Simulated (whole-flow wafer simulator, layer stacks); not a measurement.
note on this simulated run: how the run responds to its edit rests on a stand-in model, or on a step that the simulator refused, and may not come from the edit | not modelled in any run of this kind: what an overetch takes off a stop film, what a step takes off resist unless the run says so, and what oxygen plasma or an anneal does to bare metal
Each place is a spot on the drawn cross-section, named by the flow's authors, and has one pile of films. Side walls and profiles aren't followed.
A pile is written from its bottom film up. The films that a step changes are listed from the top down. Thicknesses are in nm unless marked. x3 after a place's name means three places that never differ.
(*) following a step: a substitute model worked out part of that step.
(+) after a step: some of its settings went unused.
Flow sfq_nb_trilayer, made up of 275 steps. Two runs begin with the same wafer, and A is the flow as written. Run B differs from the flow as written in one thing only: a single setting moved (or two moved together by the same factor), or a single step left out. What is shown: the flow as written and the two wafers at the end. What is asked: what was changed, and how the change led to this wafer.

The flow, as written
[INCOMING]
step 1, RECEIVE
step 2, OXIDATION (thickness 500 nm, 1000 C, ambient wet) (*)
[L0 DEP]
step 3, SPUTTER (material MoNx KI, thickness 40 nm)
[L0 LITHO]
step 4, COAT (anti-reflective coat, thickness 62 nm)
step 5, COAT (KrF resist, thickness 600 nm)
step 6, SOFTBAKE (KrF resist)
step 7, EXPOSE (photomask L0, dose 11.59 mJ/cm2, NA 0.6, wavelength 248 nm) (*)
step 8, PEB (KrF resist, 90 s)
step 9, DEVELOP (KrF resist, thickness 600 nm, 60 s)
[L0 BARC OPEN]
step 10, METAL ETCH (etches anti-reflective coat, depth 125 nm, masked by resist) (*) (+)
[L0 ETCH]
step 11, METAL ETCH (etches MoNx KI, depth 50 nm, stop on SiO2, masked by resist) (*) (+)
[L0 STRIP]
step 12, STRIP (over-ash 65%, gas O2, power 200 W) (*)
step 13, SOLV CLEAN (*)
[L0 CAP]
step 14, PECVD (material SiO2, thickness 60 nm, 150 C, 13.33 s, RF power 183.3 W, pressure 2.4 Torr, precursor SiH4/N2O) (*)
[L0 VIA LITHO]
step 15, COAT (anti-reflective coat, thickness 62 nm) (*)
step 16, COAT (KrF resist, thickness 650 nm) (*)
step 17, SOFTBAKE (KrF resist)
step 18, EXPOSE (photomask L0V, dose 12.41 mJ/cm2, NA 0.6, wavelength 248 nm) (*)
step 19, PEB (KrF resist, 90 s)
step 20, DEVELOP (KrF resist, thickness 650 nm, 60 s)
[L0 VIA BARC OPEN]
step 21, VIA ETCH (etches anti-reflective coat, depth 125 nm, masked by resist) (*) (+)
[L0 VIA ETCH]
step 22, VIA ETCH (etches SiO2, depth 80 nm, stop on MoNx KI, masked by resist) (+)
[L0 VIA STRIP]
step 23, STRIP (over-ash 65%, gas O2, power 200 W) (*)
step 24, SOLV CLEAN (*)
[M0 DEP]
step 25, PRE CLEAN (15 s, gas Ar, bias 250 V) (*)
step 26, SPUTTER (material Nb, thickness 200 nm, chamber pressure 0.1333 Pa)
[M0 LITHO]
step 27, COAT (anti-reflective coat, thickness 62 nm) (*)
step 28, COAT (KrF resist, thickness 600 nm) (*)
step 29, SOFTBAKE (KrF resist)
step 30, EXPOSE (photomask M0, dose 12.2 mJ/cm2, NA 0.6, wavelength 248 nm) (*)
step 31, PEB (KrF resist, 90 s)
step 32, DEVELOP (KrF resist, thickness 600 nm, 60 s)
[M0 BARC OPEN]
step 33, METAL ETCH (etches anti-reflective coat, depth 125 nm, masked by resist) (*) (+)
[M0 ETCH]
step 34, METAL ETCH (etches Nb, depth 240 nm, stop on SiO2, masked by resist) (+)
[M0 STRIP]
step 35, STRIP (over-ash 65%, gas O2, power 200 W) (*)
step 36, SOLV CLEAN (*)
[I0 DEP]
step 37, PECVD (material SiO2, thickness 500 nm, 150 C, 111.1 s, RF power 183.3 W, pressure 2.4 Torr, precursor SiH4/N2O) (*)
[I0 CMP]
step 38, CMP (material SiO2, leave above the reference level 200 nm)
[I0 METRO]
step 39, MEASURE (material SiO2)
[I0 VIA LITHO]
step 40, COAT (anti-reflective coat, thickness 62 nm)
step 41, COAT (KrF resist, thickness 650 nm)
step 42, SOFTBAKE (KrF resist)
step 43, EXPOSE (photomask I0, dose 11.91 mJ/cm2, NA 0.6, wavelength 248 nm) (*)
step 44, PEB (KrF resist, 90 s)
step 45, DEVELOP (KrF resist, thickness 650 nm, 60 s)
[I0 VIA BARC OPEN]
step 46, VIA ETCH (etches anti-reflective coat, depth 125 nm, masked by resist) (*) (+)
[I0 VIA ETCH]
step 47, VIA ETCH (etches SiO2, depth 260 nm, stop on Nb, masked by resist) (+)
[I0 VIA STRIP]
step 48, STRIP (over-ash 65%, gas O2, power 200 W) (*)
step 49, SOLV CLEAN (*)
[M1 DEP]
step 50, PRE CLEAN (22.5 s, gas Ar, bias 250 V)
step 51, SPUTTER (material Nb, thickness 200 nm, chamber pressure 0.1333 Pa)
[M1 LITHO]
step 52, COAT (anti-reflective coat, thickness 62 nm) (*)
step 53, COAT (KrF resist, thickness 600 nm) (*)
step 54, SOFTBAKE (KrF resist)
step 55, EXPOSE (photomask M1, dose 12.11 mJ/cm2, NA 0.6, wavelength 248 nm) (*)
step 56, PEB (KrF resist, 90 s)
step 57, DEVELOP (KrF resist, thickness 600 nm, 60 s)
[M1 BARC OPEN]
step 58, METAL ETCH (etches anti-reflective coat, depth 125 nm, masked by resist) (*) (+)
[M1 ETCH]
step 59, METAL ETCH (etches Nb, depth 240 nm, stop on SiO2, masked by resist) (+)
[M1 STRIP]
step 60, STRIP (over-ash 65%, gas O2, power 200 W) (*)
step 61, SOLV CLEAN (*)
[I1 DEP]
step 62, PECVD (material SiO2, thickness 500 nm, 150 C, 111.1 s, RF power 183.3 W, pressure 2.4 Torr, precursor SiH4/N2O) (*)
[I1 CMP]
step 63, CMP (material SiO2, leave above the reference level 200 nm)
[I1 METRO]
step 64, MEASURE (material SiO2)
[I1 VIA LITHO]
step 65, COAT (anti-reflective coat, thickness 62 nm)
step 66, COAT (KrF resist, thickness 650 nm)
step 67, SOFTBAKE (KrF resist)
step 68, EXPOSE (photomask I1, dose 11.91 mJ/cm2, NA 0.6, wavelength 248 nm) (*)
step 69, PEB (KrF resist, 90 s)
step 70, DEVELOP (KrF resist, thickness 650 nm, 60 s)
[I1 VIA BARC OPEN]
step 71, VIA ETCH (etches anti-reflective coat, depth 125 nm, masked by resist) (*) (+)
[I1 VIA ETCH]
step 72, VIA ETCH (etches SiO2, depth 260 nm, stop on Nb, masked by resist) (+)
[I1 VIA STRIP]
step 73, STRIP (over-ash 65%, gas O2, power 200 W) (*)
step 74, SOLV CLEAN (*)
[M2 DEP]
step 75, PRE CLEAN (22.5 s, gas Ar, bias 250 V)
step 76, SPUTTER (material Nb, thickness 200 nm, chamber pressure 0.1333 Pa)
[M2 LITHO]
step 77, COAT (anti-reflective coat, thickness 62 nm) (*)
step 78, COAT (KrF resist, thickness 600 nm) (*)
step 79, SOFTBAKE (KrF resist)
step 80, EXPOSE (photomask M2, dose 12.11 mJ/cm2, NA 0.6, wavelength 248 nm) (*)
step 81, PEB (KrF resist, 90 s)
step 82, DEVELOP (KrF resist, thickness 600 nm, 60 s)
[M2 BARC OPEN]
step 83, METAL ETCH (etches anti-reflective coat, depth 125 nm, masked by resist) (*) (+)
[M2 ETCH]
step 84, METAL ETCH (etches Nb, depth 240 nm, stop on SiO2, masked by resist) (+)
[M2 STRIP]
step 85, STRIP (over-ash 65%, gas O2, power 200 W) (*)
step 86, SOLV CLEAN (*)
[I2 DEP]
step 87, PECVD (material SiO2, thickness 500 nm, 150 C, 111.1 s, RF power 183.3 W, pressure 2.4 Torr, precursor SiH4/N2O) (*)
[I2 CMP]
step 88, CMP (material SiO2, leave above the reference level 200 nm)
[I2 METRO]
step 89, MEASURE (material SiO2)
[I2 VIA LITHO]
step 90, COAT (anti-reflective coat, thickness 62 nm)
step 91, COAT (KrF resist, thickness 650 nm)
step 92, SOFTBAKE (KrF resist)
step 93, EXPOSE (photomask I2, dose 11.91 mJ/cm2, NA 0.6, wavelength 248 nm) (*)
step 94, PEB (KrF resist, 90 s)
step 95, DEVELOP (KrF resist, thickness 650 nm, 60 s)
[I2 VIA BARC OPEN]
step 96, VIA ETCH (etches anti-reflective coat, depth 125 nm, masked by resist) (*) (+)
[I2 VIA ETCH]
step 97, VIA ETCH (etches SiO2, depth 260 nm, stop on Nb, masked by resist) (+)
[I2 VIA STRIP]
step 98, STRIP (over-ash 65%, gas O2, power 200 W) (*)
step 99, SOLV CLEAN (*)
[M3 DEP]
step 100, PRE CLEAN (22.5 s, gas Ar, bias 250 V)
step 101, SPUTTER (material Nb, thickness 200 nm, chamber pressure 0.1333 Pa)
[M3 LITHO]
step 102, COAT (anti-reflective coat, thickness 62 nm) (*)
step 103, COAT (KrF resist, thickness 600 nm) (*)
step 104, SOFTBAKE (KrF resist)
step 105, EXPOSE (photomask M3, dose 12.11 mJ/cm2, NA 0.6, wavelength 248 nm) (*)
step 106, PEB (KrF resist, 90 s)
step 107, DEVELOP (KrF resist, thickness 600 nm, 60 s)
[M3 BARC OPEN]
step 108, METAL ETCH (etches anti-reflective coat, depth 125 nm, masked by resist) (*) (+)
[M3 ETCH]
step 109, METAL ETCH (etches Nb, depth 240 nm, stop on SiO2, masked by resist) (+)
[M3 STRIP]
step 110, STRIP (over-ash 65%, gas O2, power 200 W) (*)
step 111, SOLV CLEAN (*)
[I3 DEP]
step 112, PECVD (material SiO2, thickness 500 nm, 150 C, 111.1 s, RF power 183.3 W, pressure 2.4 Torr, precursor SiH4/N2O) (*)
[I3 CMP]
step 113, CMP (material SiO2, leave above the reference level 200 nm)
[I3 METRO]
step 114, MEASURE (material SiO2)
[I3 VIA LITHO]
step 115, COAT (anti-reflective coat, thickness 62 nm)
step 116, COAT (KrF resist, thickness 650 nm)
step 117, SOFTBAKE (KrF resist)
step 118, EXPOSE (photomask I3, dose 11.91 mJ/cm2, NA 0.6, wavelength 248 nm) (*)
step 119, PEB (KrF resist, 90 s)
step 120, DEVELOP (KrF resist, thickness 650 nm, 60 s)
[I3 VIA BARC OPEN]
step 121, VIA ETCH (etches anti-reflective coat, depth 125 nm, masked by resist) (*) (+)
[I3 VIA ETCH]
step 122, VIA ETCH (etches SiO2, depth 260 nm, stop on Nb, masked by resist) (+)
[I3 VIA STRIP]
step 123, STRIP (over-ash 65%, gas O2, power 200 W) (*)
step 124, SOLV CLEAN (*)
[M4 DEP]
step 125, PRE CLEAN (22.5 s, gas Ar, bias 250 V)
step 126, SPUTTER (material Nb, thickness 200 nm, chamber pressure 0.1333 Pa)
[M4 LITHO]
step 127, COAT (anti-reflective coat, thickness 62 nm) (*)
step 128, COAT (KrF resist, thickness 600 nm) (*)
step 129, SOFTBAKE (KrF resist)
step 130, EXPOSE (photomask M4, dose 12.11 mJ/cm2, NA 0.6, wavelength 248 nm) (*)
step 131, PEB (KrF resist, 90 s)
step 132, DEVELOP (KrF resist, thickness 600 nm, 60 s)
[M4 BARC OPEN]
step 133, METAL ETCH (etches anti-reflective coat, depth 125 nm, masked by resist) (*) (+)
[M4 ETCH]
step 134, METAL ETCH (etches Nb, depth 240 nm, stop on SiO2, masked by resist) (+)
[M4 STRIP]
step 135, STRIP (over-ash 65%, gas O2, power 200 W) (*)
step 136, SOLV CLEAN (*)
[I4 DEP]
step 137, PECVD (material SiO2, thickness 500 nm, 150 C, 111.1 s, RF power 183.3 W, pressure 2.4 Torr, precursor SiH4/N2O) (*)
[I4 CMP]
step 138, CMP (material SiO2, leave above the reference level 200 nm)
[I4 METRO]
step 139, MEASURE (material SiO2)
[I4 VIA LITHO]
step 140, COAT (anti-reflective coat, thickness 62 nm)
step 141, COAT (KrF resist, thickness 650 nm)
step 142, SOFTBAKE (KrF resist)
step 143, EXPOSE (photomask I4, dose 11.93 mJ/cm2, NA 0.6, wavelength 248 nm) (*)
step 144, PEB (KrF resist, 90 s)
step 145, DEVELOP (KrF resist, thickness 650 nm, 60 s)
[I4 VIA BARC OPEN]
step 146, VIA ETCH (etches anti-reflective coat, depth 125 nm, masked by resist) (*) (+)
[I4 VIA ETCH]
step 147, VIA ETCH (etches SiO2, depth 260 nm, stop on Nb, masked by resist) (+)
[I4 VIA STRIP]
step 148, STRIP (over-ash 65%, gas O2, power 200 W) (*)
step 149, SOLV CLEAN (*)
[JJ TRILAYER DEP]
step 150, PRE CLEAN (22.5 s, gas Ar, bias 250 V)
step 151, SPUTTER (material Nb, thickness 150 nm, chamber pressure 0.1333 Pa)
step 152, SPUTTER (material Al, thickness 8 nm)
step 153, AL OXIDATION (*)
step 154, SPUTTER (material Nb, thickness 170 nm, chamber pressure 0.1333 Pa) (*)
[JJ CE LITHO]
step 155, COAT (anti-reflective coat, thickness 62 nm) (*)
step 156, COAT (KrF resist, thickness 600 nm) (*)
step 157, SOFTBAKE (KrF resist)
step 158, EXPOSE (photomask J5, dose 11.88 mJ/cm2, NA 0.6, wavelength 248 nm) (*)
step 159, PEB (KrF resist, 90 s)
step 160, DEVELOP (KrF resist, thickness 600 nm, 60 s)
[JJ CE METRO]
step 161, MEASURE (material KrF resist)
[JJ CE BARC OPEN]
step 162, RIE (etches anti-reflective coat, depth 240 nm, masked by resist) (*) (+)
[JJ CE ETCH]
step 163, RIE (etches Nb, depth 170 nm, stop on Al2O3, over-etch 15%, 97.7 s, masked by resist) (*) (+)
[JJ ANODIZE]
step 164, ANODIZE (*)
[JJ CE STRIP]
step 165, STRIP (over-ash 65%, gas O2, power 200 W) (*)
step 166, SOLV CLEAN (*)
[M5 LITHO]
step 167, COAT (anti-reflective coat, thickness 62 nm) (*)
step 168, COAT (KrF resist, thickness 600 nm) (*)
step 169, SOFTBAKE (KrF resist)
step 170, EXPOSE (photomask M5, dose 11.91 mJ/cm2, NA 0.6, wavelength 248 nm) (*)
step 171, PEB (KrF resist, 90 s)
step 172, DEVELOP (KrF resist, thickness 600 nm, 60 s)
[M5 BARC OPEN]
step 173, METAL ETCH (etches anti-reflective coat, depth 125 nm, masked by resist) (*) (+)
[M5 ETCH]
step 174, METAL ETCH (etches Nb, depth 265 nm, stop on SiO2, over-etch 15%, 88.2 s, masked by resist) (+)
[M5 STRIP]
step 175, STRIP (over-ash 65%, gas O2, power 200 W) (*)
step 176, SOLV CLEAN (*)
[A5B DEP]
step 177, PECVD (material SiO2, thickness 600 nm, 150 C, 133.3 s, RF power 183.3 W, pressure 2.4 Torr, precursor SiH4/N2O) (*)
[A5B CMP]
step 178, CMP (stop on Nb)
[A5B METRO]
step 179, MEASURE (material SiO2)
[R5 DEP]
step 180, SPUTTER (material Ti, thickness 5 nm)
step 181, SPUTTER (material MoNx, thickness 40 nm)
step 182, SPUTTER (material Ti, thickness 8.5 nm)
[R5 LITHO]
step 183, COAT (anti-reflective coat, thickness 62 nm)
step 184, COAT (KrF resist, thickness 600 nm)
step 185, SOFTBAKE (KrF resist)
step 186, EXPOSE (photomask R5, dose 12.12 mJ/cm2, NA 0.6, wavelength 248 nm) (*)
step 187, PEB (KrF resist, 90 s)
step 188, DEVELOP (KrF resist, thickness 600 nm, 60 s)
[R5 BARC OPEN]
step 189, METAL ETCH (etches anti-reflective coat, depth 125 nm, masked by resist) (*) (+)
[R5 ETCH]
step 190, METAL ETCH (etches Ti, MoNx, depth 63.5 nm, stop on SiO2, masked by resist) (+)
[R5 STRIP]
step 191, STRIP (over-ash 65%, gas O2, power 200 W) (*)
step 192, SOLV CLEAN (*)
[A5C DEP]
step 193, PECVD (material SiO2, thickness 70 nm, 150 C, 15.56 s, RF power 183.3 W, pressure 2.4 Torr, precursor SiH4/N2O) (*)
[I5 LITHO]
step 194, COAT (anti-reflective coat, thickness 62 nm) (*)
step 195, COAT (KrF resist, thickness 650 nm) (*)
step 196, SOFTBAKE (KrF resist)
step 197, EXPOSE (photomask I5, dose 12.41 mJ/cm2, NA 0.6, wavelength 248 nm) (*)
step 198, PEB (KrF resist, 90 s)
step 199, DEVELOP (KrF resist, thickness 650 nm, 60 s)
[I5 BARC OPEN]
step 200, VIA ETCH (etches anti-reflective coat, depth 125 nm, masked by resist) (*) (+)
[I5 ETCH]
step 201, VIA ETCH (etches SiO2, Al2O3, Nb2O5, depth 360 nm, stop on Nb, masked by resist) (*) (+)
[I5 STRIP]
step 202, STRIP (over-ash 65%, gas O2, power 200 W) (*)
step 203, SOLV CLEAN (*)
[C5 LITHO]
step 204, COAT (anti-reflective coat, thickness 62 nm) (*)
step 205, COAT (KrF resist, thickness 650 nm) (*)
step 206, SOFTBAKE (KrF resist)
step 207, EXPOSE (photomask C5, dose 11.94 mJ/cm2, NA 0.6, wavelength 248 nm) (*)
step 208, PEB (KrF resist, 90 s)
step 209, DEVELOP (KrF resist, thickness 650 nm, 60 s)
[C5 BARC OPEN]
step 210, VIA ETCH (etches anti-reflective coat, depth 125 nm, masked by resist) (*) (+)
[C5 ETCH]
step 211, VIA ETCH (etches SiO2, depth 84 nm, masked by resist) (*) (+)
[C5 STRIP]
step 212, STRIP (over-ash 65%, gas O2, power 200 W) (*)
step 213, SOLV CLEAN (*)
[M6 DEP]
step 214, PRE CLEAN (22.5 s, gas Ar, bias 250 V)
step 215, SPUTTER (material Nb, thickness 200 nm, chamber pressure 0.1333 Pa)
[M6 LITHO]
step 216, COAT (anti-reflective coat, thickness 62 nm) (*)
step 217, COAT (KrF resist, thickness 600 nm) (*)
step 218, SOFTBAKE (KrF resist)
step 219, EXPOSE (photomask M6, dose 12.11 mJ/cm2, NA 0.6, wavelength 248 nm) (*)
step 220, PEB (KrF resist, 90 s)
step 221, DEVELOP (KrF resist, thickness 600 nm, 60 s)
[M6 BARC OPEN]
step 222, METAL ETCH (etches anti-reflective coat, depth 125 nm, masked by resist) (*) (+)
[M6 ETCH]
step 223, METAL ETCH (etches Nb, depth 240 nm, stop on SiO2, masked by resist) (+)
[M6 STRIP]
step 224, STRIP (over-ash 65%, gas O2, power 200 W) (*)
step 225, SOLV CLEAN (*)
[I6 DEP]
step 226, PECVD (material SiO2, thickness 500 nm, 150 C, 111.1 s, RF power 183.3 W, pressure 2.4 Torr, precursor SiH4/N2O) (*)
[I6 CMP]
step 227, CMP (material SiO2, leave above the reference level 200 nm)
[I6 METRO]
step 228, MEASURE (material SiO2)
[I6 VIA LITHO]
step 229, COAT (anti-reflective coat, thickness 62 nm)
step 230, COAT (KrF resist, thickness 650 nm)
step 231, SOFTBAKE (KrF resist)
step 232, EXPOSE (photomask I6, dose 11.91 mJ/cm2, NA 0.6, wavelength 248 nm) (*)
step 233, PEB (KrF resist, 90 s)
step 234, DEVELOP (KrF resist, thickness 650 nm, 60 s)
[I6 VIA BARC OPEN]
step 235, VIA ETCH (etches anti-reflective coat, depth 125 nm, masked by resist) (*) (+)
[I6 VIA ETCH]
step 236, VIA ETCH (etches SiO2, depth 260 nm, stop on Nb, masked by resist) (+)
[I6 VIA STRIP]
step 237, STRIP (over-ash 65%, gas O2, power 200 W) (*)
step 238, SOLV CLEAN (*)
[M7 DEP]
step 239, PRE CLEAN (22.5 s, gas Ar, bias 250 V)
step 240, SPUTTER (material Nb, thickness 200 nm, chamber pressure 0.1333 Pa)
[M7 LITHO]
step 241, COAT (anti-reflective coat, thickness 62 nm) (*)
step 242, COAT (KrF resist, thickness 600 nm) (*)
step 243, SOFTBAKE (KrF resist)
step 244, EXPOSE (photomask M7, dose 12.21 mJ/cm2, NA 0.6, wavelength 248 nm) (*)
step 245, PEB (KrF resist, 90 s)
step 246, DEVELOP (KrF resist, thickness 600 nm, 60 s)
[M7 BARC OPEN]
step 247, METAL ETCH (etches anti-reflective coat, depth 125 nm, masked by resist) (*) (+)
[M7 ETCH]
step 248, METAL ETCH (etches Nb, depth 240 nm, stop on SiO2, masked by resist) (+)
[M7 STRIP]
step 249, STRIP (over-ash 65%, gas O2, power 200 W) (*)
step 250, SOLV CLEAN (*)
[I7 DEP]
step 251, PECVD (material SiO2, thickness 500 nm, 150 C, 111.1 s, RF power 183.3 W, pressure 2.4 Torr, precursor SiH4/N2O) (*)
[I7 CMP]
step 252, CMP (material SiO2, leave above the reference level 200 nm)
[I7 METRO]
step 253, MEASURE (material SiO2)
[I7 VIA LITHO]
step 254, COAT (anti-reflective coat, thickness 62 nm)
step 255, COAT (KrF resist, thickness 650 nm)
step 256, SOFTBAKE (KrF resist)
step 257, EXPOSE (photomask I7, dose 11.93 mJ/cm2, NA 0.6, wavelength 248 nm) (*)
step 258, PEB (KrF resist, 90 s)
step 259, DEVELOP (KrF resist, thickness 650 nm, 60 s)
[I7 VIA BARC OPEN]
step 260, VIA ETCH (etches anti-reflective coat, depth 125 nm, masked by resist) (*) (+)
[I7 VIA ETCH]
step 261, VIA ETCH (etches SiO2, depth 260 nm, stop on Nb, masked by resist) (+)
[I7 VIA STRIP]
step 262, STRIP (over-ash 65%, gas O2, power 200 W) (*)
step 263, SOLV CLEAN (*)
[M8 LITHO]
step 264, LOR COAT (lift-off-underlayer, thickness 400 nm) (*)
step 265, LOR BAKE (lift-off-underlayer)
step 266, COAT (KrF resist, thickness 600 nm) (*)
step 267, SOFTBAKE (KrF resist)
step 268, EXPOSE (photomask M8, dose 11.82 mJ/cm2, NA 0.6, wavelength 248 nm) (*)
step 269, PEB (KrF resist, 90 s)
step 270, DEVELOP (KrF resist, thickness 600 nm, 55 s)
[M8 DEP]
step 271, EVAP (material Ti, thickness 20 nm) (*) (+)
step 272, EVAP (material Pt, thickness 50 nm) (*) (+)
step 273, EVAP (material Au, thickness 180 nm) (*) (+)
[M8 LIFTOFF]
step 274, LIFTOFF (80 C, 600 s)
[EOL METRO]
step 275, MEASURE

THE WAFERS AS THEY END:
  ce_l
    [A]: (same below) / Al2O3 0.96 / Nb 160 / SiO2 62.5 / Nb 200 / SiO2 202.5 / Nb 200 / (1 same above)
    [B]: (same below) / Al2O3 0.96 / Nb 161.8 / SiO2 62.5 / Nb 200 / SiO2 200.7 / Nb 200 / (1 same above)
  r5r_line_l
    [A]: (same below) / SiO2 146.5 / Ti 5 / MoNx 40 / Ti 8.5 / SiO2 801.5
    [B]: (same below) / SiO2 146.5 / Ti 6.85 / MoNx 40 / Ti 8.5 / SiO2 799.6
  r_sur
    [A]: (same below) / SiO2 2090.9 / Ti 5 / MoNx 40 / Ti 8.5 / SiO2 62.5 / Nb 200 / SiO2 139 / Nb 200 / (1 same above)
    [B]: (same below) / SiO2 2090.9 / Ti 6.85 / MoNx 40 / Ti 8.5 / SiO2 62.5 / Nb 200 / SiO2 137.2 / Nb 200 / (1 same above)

Cause: step 180, SPUTTER: thickness 6.85 nm was run, whereas the flow has thickness 5 nm.
The wafer itself shows it: r5r_line_l has Ti 6.85, and step 180 as written asks for 5 nm.

Step by step, how the change led to this:
  step 180, SPUTTER (material Ti, thickness 5 nm)
      field_l, v_sur, via_wl and 103 more: A +5 Ti (new film) | B +6.85 Ti (new film)
  step 190, METAL ETCH (etches Ti, MoNx, depth 63.5 nm, stop on SiO2, masked by resist) (+)
      field_l, v_sur, via_wl and 92 more: A -8.5 Ti (all of it), -40 MoNx (all of it), -5 Ti (all of it) | B -8.5 Ti (all of it), -40 MoNx (all of it), -6.85 Ti (all of it)
      ce_l, c5j, ce_r, wl_jj: A -8.5 Ti (all of it), -40 MoNx (all of it), -5 Ti (all of it), -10 Nb | B -8.5 Ti (all of it), -40 MoNx (all of it), -6.85 Ti (all of it), -8.15 Nb
